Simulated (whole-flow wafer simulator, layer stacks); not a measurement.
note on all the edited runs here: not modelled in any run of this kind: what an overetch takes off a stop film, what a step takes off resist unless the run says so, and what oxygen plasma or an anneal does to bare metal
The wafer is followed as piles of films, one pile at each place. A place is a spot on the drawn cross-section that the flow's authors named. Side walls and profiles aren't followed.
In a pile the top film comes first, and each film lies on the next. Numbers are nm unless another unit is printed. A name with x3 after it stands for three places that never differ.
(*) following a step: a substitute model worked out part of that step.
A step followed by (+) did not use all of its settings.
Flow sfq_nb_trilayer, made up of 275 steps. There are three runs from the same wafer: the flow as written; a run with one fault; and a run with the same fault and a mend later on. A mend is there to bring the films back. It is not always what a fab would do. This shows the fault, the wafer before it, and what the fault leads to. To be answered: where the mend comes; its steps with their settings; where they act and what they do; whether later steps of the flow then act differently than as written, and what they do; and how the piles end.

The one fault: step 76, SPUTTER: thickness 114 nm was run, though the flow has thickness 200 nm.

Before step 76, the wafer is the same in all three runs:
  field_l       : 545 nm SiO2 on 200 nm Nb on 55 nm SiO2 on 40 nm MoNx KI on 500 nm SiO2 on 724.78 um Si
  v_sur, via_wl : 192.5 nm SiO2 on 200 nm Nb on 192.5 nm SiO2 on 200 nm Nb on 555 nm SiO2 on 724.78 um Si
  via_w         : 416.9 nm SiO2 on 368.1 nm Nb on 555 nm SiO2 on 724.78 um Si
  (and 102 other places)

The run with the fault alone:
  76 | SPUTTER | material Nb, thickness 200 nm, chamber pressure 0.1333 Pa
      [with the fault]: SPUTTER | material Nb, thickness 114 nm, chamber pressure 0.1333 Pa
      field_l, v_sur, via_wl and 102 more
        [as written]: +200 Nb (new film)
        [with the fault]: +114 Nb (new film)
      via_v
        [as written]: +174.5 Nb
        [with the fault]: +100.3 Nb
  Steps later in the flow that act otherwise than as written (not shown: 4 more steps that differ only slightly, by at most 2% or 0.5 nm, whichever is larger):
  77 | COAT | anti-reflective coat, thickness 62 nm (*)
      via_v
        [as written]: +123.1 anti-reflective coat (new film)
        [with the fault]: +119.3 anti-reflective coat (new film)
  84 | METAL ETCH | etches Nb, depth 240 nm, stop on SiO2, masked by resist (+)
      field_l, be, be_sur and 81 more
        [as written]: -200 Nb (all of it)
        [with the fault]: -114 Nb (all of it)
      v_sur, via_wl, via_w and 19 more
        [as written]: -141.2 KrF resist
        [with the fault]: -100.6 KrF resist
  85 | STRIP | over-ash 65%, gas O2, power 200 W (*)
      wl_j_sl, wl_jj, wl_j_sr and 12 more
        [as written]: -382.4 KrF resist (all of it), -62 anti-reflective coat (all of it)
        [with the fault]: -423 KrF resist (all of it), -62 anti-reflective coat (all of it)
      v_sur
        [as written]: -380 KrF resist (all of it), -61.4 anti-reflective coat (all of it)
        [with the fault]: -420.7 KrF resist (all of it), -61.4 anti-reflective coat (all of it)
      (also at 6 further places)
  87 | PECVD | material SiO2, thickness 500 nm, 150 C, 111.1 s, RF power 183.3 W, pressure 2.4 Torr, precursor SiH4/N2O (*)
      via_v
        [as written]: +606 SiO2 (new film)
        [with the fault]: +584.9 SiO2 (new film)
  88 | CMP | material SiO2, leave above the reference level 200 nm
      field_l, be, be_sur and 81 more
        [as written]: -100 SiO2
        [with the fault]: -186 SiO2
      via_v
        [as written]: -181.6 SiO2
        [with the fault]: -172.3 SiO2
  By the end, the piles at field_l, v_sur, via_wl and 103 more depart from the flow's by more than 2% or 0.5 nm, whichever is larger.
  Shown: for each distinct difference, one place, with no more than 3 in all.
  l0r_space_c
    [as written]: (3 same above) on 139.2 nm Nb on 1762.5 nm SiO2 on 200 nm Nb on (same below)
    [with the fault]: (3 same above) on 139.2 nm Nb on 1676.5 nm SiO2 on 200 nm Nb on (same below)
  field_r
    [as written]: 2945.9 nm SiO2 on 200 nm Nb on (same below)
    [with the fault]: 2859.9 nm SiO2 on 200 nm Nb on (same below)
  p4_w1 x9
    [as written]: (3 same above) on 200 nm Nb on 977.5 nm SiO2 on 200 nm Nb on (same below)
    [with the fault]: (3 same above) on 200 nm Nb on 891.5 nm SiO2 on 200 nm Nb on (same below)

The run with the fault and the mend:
  After step 76 comes the mend.
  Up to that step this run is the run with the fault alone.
  76a | SPUTTER | material Nb, thickness 86 nm, chamber pressure 0.1333 Pa (a further turn of the flow's step 76, with different settings)
      field_l, v_sur, via_wl and 102 more
        +86 Nb
      via_v
        +70 Nb
  None of the later steps of the flow differs from how it acts as written, at any place that is followed, by more than 2% or 0.5 nm, whichever is larger.
  When the end is reached, the piles differ only a little from the flow's at the places that both follow, at most by 2% or 0.5 nm, whichever is larger.
